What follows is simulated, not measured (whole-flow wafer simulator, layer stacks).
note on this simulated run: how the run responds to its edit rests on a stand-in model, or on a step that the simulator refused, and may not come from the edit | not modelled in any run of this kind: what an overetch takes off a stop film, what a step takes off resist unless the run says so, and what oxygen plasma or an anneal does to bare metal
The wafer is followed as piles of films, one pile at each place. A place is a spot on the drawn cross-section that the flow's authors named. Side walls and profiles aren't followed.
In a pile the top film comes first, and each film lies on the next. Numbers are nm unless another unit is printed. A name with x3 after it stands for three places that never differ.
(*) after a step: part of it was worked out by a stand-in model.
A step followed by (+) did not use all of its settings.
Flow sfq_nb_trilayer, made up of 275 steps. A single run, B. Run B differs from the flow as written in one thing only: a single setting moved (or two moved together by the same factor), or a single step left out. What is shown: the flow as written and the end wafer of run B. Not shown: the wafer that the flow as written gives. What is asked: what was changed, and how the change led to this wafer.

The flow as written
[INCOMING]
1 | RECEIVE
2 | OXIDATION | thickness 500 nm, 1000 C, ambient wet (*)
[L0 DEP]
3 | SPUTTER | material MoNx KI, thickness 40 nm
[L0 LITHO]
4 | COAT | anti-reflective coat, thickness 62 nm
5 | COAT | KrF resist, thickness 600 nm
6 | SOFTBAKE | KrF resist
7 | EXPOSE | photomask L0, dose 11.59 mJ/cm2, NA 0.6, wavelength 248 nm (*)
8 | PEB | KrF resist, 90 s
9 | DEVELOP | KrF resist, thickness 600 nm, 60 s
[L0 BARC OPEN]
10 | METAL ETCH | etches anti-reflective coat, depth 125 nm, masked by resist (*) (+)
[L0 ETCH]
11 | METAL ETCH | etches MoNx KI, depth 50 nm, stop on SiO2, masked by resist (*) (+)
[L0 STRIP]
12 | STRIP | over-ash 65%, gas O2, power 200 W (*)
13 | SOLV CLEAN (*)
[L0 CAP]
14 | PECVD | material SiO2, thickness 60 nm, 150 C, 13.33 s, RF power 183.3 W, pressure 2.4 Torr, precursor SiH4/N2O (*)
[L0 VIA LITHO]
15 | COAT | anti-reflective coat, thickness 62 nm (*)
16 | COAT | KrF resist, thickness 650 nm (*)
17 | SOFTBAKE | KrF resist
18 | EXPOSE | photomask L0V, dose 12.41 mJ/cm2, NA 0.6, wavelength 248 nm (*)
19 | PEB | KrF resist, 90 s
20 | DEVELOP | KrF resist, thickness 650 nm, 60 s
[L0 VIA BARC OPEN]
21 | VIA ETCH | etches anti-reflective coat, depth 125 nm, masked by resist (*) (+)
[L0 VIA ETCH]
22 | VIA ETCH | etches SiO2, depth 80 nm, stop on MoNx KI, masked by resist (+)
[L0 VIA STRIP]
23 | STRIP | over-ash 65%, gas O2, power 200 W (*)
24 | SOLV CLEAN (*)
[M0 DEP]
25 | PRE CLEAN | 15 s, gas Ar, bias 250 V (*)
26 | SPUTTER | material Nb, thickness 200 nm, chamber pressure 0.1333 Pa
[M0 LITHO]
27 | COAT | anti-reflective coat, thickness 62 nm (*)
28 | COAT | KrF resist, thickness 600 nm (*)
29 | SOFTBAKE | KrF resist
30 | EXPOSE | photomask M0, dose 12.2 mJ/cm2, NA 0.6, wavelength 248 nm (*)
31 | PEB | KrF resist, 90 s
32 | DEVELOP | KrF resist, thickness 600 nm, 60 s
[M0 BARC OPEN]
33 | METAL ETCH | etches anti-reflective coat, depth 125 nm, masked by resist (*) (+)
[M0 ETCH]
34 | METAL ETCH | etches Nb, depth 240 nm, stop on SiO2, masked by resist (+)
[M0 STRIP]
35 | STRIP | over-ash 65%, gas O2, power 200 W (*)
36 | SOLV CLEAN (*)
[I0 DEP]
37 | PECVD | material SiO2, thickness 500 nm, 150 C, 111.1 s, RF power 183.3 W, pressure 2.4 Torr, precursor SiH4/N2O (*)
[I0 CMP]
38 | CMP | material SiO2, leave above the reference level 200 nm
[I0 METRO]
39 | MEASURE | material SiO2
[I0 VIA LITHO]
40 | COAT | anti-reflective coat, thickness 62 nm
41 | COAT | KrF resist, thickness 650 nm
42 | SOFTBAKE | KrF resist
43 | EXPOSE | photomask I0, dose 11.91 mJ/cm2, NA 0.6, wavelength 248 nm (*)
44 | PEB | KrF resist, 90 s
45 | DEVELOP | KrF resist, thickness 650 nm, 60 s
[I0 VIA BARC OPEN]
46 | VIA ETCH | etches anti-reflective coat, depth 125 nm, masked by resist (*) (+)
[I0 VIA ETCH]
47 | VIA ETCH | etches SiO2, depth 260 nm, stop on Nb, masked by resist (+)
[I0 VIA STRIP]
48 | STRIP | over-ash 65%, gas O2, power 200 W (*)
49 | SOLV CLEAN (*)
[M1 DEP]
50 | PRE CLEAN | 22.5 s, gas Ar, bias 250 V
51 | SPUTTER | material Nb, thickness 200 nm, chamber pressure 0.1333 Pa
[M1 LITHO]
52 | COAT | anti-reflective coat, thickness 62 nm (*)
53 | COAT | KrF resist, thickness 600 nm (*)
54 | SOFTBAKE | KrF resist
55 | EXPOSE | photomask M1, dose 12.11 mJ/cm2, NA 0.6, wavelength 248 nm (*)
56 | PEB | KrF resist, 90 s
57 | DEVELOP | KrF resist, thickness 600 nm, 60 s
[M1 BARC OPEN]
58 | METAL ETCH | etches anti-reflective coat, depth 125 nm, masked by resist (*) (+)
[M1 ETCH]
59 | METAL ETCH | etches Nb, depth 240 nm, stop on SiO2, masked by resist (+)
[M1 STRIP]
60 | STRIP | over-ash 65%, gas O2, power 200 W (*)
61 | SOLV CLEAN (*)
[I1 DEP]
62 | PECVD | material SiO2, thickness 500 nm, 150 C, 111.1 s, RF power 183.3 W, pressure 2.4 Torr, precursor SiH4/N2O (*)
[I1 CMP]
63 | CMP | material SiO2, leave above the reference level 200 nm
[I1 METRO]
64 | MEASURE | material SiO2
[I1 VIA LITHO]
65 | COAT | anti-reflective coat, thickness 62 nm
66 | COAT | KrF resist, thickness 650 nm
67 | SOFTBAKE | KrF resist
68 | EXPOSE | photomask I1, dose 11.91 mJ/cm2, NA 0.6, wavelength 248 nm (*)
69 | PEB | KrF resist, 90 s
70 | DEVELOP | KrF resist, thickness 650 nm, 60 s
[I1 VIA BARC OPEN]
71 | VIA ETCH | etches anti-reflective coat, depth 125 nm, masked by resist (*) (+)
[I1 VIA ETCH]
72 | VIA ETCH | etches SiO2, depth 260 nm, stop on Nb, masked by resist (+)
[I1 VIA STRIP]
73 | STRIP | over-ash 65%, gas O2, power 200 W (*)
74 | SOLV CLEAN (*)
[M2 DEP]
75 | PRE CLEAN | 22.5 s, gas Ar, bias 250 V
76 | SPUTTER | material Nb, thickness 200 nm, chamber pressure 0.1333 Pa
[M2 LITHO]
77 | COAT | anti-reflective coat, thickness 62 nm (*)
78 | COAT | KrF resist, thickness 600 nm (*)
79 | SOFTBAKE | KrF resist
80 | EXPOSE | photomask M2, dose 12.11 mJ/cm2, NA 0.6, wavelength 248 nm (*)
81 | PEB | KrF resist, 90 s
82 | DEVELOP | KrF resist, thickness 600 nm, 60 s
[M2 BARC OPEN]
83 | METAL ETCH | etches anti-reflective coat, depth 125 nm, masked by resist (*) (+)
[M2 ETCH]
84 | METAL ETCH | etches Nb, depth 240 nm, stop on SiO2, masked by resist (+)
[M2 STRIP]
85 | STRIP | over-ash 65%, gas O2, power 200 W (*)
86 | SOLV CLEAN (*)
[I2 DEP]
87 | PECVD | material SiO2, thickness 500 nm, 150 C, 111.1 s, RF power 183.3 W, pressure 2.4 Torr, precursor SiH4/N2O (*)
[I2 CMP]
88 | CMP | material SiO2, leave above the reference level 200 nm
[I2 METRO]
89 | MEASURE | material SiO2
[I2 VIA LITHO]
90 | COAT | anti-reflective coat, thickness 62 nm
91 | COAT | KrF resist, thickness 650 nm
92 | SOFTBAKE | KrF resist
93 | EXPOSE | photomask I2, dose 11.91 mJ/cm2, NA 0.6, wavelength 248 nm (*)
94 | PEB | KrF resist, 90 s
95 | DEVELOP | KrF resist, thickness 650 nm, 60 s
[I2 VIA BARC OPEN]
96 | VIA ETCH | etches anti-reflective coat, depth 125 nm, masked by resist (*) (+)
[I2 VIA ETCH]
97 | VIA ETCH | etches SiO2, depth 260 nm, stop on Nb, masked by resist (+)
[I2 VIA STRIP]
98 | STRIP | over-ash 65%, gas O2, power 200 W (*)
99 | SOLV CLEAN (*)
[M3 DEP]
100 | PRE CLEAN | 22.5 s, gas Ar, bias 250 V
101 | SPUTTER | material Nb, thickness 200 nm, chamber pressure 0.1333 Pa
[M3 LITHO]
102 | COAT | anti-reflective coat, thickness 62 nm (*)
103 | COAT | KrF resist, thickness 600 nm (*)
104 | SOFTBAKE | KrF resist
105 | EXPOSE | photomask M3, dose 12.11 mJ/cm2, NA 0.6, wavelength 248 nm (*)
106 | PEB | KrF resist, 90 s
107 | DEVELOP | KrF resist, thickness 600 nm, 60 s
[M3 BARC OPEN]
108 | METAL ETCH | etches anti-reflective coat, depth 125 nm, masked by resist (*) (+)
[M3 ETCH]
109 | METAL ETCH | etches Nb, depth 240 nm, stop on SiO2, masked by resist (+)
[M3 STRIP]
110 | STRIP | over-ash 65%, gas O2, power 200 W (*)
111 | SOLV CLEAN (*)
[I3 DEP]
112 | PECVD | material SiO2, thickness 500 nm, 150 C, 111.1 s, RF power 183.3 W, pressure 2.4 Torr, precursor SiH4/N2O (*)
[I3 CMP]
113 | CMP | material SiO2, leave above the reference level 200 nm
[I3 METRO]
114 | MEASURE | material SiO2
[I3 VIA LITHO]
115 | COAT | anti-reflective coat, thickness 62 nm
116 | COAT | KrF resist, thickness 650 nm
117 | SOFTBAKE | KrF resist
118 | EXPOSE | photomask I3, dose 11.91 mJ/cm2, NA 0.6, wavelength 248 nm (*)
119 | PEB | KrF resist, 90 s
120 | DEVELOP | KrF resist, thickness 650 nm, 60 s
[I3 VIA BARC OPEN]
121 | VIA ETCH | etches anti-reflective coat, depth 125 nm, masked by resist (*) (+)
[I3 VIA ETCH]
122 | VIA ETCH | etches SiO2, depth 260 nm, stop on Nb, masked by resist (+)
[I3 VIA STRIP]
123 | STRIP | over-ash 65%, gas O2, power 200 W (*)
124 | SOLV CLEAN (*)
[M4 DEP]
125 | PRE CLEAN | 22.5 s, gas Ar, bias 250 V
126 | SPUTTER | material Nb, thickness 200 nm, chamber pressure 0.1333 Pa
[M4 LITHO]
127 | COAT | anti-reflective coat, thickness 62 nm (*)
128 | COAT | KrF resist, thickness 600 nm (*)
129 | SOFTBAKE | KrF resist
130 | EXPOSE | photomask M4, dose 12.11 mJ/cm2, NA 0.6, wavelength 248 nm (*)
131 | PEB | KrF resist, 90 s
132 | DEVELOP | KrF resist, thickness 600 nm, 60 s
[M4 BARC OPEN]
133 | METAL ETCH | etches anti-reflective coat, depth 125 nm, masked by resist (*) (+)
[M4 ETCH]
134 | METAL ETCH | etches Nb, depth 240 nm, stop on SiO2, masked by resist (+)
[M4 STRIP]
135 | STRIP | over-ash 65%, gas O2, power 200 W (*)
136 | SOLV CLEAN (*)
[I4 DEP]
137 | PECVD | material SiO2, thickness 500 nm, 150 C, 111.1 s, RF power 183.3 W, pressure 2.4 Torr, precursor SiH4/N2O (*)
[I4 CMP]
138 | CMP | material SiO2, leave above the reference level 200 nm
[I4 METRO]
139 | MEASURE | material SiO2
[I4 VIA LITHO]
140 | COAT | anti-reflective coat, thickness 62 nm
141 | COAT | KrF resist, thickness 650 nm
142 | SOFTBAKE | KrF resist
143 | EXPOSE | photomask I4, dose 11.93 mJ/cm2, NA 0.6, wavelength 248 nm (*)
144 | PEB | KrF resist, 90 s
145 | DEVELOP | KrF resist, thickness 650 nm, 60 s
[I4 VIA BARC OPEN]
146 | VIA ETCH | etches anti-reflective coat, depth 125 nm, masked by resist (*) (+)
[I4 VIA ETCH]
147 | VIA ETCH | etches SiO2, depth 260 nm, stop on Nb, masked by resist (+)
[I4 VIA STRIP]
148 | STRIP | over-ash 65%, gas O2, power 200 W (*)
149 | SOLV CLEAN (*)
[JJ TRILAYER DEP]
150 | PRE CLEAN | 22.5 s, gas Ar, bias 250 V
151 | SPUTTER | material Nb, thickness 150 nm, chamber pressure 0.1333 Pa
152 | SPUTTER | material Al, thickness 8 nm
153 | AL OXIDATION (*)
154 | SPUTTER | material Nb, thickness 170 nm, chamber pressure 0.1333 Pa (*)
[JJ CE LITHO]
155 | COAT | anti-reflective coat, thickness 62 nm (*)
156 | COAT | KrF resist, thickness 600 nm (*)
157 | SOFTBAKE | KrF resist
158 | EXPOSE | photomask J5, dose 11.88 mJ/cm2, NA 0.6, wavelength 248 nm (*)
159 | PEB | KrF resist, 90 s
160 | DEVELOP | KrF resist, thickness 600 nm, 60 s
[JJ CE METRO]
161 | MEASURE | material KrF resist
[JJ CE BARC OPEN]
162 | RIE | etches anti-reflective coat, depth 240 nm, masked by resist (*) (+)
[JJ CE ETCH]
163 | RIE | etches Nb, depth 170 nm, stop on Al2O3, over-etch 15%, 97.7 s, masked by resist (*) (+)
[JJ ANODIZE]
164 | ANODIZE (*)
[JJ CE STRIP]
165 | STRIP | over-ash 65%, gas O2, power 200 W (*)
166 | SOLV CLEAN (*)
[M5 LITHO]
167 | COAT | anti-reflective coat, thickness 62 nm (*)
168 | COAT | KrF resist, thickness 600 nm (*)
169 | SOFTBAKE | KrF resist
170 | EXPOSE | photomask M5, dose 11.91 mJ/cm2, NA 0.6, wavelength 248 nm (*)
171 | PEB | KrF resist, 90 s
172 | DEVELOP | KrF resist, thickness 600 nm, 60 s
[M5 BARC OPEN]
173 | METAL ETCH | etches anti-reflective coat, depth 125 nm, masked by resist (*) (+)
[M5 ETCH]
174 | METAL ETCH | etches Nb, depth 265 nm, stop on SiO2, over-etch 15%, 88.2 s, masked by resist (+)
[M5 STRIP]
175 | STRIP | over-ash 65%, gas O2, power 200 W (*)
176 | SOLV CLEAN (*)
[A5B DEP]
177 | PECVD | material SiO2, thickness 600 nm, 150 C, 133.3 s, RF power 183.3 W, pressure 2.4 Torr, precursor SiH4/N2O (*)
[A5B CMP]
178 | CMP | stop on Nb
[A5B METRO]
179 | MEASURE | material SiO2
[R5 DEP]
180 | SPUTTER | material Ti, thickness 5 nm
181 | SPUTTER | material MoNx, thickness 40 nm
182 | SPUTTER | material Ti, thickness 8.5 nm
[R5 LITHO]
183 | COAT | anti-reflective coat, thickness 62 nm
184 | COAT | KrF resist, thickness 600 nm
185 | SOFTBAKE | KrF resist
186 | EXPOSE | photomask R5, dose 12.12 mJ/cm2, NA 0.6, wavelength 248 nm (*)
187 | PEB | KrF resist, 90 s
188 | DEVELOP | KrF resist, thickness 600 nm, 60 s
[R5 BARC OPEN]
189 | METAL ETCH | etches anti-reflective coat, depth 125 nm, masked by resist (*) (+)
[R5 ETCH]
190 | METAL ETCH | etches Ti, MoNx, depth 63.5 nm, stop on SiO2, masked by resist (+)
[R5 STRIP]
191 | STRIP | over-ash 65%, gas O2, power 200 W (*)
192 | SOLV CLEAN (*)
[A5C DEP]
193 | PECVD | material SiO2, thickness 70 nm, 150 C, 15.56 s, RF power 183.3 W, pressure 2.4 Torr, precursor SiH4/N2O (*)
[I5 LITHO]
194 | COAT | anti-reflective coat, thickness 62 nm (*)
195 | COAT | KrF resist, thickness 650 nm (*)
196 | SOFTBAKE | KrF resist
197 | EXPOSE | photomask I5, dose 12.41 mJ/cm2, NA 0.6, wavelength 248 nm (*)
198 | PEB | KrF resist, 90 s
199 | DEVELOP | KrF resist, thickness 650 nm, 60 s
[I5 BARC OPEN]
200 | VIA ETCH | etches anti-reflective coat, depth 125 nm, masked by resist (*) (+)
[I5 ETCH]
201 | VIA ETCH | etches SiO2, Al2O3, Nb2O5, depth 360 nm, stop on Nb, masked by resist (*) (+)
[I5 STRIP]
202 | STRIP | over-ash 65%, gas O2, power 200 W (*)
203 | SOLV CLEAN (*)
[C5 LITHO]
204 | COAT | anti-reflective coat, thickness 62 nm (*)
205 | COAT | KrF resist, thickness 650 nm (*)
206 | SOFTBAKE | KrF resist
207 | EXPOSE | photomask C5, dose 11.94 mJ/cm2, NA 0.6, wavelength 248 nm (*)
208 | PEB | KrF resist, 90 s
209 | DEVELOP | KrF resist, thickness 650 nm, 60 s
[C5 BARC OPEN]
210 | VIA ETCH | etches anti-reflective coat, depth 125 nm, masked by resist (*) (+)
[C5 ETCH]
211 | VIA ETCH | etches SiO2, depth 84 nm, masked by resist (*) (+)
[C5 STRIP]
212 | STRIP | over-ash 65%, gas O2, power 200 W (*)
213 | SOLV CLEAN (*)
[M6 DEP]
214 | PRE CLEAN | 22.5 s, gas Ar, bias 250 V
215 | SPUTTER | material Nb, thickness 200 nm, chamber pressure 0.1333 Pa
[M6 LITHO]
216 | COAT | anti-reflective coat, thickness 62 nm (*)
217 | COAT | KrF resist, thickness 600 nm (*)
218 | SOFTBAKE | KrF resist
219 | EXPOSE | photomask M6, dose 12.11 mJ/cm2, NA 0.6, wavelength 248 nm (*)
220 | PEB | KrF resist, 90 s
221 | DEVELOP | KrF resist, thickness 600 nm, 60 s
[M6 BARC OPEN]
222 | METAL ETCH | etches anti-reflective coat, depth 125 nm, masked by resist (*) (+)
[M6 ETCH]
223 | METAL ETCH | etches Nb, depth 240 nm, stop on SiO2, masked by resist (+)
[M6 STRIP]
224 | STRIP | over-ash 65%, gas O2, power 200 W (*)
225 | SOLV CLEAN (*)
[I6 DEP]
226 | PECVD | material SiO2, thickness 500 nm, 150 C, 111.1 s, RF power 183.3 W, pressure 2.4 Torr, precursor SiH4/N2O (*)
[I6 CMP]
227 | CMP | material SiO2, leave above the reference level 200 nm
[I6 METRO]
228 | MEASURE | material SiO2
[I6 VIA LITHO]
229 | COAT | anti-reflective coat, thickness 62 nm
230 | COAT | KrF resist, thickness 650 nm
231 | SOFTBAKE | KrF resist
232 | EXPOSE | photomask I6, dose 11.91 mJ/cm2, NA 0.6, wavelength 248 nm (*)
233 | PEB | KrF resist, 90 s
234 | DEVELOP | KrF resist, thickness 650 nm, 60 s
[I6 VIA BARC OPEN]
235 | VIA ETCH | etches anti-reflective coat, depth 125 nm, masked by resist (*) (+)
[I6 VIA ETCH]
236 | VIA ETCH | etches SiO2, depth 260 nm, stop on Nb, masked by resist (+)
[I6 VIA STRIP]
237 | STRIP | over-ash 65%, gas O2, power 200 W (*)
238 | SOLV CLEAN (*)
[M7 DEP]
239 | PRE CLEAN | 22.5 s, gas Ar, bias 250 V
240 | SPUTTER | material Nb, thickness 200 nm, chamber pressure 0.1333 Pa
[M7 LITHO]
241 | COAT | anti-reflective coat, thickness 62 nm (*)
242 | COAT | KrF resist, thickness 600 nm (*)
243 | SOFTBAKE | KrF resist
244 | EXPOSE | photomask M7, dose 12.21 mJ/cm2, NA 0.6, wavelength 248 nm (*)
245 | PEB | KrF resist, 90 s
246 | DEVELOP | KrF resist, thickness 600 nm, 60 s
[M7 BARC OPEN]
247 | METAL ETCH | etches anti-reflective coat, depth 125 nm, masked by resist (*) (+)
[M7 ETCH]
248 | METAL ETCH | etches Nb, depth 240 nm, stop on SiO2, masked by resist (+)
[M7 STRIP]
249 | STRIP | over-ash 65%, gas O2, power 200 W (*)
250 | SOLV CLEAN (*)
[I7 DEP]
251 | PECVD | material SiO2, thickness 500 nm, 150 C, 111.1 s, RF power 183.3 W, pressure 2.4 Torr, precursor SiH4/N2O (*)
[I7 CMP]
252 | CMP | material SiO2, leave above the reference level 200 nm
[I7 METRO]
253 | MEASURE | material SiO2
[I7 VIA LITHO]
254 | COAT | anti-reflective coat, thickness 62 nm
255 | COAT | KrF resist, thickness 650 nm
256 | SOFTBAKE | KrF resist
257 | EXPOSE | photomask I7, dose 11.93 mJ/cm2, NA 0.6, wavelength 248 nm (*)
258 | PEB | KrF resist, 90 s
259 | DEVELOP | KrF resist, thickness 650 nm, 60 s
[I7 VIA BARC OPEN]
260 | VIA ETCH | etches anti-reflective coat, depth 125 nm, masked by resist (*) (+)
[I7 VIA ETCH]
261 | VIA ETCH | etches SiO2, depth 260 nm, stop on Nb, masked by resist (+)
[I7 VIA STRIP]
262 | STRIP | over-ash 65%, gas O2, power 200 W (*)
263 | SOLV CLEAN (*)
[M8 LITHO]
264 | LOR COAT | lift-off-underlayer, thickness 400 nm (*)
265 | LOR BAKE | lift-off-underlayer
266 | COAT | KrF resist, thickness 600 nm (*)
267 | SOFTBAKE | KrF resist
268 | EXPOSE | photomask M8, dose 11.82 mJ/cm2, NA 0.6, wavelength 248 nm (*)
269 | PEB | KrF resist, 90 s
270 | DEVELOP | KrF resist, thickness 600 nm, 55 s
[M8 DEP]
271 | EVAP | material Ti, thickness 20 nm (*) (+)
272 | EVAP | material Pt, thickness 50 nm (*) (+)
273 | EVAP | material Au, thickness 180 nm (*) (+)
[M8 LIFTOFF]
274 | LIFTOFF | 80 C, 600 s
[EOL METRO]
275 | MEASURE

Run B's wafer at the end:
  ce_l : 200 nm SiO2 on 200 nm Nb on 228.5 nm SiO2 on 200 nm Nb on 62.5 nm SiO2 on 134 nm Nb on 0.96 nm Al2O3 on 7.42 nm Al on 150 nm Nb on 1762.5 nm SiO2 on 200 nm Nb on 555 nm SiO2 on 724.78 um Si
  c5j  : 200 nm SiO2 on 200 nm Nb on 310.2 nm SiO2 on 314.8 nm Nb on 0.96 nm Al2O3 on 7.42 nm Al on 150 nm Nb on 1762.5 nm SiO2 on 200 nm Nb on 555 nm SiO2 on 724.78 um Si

What caused this: step 190, METAL ETCH: depth 89.5 nm was run, whereas the flow has depth 63.5 nm.

How this came from the change, step by step:
  190 | METAL ETCH | etches Ti, MoNx, depth 63.5 nm, stop on SiO2, masked by resist (+)
      be_r, r_sur, res, r_end, r5r_line_l, r5r_line_c, r5r_line_r: -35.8 KrF resist (in the flow as written it would be: -25.4 KrF resist)
      ce_l, c5j, ce_r, wl_jj: -8.5 Ti (all of it), -40 MoNx (all of it), -5 Ti (all of it), -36 Nb (in the flow as written it would be: -8.5 Ti (all of it), -40 MoNx (all of it), -5 Ti (all of it), -10 Nb)
  191 | STRIP | over-ash 65%, gas O2, power 200 W (*)
      be_r, r_sur, res, r_end, r5r_line_l, r5r_line_c, r5r_line_r: -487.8 KrF resist (all of it), -62 anti-reflective coat (all of it) (in the flow as written it would be: -498.2 KrF resist (all of it), -62 anti-reflective coat (all of it))
  194 | COAT | anti-reflective coat, thickness 62 nm (*)
      wl_j_sl, wl_j_sr: +56.1 anti-reflective coat (new film) (in the flow as written it would be: +60.2 anti-reflective coat (new film))
      jj_sur: +56.6 anti-reflective coat (new film) (in the flow as written it would be: +60.8 anti-reflective coat (new film))
      (as well as at 5 more places)
  202 | STRIP | over-ash 65%, gas O2, power 200 W (*)
      wl_j_sl, wl_j_sr: -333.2 KrF resist (all of it), -56.1 anti-reflective coat (all of it) (in the flow as written it would be: -333.3 KrF resist (all of it), -60.2 anti-reflective coat (all of it))
      jj_sur: -337.6 KrF resist (all of it), -56.6 anti-reflective coat (all of it) (in the flow as written it would be: -337.2 KrF resist (all of it), -60.8 anti-reflective coat (all of it))
      (as well as at 5 more places)
  204 | COAT | anti-reflective coat, thickness 62 nm (*)
      wl_j_sl, wl_j_sr: +56.1 anti-reflective coat (new film) (in the flow as written it would be: +60.2 anti-reflective coat (new film))
      jj_sur: +55.4 anti-reflective coat (new film) (in the flow as written it would be: +59.5 anti-reflective coat (new film))
      (as well as at 5 more places)
  210 | VIA ETCH | etches anti-reflective coat, depth 125 nm, masked by resist (*) (+)
      c5j: -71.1 anti-reflective coat (all of it), -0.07 SiO2 (in the flow as written it would be: -63.9 anti-reflective coat (all of it), -0.11 SiO2)
  212 | STRIP | over-ash 65%, gas O2, power 200 W (*)
      wl_j_sl, wl_j_sr: -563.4 KrF resist (all of it), -56.1 anti-reflective coat (all of it) (in the flow as written it would be: -563.4 KrF resist (all of it), -60.2 anti-reflective coat (all of it))
      jj_sur: -562.3 KrF resist (all of it), -55.4 anti-reflective coat (all of it) (in the flow as written it would be: -562 KrF resist (all of it), -59.5 anti-reflective coat (all of it))
      (as well as at 4 more places)
  216 | COAT | anti-reflective coat, thickness 62 nm (*)
      wl_j_sl, wl_j_sr: +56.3 anti-reflective coat (new film) (in the flow as written it would be: +60.2 anti-reflective coat (new film))
      jj_sur: +51.9 anti-reflective coat (new film) (in the flow as written it would be: +56.1 anti-reflective coat (new film))
      (as well as at 5 more places)
  217 | COAT | KrF resist, thickness 600 nm (*)
      c5j: +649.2 KrF resist (new film) (in the flow as written it would be: +636 KrF resist (new film))
  224 | STRIP | over-ash 65%, gas O2, power 200 W (*)
      wl_j_sl, wl_j_sr: -382.2 KrF resist (all of it), -56.3 anti-reflective coat (all of it) (in the flow as written it would be: -382.5 KrF resist (all of it), -60.2 anti-reflective coat (all of it))
      jj_sur: -378.4 KrF resist (all of it), -51.9 anti-reflective coat (all of it) (in the flow as written it would be: -378.5 KrF resist (all of it), -56.1 anti-reflective coat (all of it))
      (as well as at 5 more places)
  227 | CMP | material SiO2, leave above the reference level 200 nm
      ce_l, ce_r, wl_jj: -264 SiO2 (in the flow as written it would be: -290 SiO2)
      c5j: -197 SiO2 (in the flow as written it would be: -223 SiO2)
